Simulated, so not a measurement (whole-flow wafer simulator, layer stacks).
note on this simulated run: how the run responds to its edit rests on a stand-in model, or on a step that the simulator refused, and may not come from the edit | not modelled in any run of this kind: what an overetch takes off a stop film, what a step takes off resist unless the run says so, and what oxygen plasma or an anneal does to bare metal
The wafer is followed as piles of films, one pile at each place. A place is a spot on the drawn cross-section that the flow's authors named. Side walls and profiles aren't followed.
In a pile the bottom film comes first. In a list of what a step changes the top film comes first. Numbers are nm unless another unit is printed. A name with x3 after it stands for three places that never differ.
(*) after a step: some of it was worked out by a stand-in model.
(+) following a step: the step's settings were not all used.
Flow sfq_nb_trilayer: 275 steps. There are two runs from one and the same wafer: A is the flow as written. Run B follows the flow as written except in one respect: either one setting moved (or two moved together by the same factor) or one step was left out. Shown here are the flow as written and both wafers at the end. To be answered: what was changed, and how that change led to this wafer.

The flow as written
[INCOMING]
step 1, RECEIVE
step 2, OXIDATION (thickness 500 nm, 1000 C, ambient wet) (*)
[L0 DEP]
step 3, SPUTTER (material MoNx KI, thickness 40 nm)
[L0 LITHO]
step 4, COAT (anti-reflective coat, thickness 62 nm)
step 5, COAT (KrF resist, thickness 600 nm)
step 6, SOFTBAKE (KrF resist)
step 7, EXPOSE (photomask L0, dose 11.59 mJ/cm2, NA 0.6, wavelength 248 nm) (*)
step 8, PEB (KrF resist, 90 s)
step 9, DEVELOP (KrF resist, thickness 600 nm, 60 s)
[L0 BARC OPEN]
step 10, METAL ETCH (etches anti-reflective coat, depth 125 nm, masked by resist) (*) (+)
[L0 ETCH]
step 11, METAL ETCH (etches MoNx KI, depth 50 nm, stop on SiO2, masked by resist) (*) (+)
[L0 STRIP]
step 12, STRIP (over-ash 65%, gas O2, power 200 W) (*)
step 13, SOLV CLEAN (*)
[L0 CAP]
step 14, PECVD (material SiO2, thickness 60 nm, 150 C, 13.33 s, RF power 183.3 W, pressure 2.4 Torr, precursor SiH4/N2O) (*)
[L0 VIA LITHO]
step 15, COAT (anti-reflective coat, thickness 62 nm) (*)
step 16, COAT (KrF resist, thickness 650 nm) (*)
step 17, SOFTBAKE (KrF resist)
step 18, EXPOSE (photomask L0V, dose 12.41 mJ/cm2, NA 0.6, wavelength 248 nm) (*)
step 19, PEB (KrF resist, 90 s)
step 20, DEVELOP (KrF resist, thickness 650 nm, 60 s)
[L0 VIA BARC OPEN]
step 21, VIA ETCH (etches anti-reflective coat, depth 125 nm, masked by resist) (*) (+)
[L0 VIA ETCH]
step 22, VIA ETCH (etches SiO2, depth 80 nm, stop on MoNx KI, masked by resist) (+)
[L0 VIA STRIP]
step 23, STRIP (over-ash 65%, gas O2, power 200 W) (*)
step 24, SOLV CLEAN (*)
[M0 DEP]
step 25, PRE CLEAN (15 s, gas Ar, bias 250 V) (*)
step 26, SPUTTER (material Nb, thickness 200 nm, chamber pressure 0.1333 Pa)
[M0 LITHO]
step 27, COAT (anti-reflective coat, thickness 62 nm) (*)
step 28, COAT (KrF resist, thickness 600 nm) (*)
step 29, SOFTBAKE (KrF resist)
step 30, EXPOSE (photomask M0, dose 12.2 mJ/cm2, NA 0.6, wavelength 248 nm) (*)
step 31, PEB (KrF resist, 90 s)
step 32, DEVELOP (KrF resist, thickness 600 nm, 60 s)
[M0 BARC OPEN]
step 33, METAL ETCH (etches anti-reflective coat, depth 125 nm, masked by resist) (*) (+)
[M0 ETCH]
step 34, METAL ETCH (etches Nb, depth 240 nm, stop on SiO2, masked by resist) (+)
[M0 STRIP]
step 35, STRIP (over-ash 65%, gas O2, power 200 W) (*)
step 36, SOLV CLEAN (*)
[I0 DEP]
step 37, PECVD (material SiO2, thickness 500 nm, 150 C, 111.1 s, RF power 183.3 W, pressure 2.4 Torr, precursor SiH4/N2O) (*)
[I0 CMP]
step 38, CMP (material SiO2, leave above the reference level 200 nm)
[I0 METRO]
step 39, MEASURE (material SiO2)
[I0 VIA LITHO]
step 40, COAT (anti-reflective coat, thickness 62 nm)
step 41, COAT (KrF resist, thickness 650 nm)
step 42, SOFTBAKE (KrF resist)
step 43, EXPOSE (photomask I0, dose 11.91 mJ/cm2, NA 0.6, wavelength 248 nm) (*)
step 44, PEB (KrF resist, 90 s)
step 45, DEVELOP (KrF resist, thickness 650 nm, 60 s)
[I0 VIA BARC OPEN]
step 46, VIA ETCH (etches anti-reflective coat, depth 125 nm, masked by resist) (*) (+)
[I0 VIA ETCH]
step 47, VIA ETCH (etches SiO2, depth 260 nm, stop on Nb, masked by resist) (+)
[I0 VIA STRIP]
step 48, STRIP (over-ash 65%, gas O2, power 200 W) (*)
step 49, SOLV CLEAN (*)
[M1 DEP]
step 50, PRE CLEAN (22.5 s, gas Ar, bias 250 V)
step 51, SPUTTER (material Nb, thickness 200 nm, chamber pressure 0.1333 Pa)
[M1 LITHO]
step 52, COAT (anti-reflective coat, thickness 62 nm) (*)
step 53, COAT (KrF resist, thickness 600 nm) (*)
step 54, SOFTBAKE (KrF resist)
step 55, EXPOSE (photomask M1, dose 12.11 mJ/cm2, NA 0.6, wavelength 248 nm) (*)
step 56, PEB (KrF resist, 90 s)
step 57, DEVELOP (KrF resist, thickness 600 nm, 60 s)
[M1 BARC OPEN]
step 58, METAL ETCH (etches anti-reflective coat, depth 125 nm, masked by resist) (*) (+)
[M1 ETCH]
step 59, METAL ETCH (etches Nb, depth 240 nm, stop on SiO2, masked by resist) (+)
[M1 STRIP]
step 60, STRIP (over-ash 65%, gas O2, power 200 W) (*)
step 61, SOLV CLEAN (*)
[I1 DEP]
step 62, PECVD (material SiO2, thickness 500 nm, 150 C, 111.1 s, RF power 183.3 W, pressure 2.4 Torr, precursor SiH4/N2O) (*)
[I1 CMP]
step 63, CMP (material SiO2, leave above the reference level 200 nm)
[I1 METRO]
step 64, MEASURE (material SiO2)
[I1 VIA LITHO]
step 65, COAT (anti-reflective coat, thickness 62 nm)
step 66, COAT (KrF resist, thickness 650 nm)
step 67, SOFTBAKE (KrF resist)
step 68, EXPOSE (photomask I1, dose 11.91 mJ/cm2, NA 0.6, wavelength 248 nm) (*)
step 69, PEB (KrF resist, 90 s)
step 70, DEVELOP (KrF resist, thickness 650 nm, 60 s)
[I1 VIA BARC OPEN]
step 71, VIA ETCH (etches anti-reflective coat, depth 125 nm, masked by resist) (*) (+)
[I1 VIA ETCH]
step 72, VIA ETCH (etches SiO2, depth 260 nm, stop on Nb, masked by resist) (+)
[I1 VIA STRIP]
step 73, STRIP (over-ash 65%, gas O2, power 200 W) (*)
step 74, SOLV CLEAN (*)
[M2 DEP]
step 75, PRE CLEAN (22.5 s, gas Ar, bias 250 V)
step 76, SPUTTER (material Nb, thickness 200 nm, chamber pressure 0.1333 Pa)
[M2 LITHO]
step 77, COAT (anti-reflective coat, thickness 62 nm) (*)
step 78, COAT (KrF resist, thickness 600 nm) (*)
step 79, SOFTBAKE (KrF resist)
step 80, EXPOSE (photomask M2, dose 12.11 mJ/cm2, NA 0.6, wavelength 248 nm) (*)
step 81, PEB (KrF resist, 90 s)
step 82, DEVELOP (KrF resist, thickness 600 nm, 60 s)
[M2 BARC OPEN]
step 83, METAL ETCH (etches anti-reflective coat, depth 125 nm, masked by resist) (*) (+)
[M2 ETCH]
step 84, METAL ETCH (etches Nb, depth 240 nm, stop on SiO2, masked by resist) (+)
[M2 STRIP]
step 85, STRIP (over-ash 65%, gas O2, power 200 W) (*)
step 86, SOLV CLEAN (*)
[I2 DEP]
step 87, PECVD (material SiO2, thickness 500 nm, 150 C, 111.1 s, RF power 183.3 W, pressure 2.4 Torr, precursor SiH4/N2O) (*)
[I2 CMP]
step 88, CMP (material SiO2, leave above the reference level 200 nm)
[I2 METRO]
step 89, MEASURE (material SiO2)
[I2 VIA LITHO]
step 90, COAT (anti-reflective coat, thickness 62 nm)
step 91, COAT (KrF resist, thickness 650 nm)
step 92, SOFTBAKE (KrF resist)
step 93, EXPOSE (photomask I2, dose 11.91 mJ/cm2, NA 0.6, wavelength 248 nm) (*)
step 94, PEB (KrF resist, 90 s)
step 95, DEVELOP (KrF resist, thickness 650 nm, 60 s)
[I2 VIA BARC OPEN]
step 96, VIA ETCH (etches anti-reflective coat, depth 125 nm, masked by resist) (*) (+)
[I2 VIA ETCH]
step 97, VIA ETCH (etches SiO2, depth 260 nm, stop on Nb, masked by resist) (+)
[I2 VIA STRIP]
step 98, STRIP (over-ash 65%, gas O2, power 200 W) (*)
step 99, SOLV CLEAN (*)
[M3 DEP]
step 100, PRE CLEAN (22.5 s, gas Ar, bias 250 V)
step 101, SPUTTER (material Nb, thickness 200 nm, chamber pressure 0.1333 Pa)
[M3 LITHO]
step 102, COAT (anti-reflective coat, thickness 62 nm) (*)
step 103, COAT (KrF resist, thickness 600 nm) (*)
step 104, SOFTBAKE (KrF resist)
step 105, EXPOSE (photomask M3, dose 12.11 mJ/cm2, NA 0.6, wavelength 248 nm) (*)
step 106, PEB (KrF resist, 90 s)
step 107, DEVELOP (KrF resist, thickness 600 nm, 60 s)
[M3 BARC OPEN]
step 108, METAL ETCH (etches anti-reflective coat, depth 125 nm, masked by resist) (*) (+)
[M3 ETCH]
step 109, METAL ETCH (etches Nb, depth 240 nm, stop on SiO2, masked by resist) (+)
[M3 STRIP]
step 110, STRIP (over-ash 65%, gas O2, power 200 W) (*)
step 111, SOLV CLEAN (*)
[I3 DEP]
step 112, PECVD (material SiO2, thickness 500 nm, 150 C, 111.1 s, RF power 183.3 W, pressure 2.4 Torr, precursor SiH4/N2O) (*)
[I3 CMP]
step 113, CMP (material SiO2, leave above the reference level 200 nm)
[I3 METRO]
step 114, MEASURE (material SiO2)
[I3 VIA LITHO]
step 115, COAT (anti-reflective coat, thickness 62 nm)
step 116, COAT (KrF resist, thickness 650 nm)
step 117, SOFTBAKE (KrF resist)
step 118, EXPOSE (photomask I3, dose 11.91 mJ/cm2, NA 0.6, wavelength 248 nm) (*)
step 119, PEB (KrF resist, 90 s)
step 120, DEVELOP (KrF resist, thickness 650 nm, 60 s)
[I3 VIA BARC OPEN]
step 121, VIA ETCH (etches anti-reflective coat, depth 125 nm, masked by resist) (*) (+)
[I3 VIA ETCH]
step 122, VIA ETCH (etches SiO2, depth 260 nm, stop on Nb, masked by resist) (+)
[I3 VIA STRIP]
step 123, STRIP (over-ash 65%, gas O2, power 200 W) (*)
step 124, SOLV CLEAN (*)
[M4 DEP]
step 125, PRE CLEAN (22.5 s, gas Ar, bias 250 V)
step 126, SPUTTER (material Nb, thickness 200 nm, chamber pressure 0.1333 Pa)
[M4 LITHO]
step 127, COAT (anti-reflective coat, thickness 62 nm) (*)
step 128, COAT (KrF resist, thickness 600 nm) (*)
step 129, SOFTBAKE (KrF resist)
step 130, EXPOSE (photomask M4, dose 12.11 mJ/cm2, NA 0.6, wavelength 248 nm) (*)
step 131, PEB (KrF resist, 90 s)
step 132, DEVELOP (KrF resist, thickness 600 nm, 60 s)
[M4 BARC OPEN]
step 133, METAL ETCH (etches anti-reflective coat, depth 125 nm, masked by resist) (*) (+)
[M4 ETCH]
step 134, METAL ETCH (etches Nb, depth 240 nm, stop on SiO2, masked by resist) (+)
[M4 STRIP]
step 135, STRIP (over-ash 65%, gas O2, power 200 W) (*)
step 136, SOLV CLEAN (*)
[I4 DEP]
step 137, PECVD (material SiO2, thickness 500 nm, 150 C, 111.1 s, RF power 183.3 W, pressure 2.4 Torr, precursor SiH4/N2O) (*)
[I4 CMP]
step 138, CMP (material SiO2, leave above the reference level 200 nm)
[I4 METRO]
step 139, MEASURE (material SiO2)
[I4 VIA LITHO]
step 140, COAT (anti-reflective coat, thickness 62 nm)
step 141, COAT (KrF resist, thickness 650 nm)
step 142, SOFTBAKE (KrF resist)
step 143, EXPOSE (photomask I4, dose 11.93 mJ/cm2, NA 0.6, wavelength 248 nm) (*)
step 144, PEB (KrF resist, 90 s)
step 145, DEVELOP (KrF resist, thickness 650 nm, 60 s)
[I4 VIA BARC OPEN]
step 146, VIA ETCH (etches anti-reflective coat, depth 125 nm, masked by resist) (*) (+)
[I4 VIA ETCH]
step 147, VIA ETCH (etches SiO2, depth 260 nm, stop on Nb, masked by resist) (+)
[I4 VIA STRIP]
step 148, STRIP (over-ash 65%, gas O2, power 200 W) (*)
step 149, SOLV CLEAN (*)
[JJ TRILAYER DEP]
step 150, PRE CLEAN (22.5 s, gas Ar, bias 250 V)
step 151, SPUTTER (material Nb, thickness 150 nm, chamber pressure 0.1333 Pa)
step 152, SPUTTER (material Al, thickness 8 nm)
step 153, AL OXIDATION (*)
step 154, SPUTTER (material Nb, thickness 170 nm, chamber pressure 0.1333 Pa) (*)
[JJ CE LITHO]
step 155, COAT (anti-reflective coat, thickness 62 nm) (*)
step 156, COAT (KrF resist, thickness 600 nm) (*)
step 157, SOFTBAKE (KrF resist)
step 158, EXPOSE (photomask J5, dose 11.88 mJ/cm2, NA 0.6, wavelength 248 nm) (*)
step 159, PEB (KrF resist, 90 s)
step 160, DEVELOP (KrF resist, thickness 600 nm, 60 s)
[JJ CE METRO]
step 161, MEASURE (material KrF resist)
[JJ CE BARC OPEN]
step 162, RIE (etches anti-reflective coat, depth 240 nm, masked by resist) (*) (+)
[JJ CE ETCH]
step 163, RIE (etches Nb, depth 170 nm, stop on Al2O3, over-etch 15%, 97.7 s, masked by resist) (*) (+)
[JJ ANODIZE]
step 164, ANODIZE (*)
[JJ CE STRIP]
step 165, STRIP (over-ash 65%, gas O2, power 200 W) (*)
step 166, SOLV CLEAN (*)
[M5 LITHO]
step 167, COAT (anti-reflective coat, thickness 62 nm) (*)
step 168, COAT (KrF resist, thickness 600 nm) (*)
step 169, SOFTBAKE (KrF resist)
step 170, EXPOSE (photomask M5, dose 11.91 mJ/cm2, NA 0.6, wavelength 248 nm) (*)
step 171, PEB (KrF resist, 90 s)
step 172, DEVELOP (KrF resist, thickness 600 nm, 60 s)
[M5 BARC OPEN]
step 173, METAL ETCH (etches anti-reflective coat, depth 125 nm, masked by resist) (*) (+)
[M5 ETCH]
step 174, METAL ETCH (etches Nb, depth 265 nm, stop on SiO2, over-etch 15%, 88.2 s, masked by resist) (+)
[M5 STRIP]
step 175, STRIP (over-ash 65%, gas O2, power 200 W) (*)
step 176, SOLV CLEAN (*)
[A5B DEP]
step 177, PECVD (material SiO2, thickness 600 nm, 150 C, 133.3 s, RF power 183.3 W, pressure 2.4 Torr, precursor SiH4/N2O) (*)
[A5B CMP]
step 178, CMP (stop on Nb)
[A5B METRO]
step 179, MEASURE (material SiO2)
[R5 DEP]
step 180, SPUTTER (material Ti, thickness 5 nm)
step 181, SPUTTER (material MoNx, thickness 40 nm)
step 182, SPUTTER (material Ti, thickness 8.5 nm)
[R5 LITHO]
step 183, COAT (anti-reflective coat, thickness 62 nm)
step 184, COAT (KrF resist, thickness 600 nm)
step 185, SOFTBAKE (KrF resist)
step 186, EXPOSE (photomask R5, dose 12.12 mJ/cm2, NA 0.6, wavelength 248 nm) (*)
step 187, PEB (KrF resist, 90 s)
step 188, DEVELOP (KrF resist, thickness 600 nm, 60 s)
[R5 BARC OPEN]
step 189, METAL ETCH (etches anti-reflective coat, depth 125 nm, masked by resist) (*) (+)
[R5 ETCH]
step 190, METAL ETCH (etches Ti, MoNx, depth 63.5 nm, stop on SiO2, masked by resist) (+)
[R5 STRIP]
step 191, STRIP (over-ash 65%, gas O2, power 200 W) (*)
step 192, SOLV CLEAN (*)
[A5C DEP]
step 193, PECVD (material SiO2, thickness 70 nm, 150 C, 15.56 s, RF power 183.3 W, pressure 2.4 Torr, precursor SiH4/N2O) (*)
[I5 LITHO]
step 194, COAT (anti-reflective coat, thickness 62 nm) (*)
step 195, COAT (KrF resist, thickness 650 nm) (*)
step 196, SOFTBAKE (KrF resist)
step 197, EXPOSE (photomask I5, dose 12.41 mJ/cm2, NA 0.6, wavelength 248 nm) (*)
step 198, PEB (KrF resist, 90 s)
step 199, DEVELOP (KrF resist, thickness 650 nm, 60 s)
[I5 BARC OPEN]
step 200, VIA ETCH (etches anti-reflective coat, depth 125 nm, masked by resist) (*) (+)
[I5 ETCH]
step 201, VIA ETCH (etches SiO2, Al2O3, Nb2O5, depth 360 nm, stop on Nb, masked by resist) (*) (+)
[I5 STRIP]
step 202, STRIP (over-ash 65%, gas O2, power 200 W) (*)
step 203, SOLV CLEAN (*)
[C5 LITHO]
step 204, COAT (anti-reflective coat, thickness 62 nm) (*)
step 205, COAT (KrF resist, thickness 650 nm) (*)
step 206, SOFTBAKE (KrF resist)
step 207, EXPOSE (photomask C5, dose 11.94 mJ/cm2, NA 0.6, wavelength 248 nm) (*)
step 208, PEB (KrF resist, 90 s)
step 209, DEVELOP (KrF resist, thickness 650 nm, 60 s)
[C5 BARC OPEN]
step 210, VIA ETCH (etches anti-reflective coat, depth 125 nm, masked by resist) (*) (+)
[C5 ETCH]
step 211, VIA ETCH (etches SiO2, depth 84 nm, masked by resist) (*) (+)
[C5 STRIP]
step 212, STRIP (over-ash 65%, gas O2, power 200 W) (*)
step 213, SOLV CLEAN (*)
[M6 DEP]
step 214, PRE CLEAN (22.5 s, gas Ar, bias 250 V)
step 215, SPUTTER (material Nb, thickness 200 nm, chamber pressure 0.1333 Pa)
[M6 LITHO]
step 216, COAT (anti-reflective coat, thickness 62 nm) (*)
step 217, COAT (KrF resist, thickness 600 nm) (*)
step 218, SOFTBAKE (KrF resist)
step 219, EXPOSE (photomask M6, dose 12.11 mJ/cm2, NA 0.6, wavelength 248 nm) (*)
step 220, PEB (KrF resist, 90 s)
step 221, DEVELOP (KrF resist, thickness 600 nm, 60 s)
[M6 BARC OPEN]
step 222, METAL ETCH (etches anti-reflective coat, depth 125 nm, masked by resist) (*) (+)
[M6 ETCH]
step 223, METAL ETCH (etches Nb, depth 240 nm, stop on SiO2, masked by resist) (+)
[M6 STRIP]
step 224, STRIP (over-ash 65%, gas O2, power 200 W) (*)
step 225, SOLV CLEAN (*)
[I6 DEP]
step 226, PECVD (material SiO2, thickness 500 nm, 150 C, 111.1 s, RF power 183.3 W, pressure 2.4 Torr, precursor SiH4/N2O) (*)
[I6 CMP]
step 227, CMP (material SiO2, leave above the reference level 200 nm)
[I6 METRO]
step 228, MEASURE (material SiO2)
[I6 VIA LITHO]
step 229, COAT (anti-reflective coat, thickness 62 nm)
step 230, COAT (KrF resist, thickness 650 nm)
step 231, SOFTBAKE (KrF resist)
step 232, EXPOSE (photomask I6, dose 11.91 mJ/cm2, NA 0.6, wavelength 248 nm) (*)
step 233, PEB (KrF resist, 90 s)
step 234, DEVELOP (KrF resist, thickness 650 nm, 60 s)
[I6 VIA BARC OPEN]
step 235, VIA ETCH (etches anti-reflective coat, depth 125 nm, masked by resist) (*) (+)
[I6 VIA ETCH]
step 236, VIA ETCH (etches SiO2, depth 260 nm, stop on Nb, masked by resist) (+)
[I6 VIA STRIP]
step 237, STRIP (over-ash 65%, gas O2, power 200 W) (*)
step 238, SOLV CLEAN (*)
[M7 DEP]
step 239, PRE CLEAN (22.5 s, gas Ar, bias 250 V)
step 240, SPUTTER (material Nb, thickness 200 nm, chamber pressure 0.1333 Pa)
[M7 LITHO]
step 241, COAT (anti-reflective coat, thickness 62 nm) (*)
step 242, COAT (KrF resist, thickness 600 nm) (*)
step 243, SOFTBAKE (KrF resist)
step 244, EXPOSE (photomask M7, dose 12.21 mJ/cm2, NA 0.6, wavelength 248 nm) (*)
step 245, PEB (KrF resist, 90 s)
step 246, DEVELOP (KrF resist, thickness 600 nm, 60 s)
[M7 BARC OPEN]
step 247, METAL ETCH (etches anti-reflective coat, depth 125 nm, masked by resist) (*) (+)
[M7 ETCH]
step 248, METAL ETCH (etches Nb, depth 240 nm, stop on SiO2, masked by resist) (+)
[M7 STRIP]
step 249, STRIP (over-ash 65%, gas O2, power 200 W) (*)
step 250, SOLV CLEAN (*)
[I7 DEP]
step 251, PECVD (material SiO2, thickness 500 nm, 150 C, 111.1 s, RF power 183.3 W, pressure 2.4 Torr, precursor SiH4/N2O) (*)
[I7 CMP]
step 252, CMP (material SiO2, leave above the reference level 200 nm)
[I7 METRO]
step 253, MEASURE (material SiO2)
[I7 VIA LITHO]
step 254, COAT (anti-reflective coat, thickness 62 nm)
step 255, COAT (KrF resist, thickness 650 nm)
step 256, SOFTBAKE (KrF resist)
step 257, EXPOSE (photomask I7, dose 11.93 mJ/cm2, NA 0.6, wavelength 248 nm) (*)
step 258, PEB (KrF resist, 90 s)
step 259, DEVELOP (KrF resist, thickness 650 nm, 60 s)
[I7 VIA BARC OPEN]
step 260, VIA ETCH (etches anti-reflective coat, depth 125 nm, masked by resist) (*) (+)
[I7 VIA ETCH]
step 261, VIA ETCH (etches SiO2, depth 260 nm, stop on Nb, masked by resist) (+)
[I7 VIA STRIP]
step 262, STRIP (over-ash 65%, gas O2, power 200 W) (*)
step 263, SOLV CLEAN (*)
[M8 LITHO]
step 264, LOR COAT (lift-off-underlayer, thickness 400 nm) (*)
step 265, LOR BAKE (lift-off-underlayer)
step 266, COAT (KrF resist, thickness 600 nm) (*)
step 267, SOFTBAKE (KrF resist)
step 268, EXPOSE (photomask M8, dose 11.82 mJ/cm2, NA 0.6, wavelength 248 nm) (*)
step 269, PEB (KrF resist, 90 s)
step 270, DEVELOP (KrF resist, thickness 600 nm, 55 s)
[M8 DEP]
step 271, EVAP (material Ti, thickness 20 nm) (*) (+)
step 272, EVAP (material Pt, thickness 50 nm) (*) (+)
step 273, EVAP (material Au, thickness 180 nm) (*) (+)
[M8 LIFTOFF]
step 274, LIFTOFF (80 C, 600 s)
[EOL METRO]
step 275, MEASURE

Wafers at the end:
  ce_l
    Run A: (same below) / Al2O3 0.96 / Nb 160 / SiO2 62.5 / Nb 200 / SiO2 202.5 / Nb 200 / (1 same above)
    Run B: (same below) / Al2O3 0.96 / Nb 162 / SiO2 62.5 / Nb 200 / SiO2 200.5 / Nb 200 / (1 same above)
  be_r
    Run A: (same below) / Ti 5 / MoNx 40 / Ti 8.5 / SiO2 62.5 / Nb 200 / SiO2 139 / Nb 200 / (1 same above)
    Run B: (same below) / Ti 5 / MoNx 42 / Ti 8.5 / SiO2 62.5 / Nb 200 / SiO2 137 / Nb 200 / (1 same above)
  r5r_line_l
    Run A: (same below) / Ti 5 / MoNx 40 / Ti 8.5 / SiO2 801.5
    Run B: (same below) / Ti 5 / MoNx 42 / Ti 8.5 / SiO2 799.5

Cause: step 181, SPUTTER: thickness 42 nm was run, though the flow has thickness 40 nm.
The wafer lets one read it off: be_r has MoNx 42, and step 181 as written asks for 40 nm.

Step by step, how the change led to this:
  step 181, SPUTTER (material MoNx, thickness 40 nm)
      field_l, v_sur, via_wl and 103 more: A MoNx gains 40 (new film) | B MoNx gains 42 (new film)
  step 190, METAL ETCH (etches Ti, MoNx, depth 63.5 nm, stop on SiO2, masked by resist) (+)
      field_l, v_sur, via_wl and 92 more: A Ti loses 8.5 (all of it), MoNx loses 40 (all of it), Ti loses 5 (all of it) | B Ti loses 8.5 (all of it), MoNx loses 42 (all of it), Ti loses 5 (all of it)
      ce_l, c5j, ce_r, wl_jj: A Ti loses 8.5 (all of it), MoNx loses 40 (all of it), Ti loses 5 (all of it), Nb loses 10 | B Ti loses 8.5 (all of it), MoNx loses 42 (all of it), Ti loses 5 (all of it), Nb loses 8
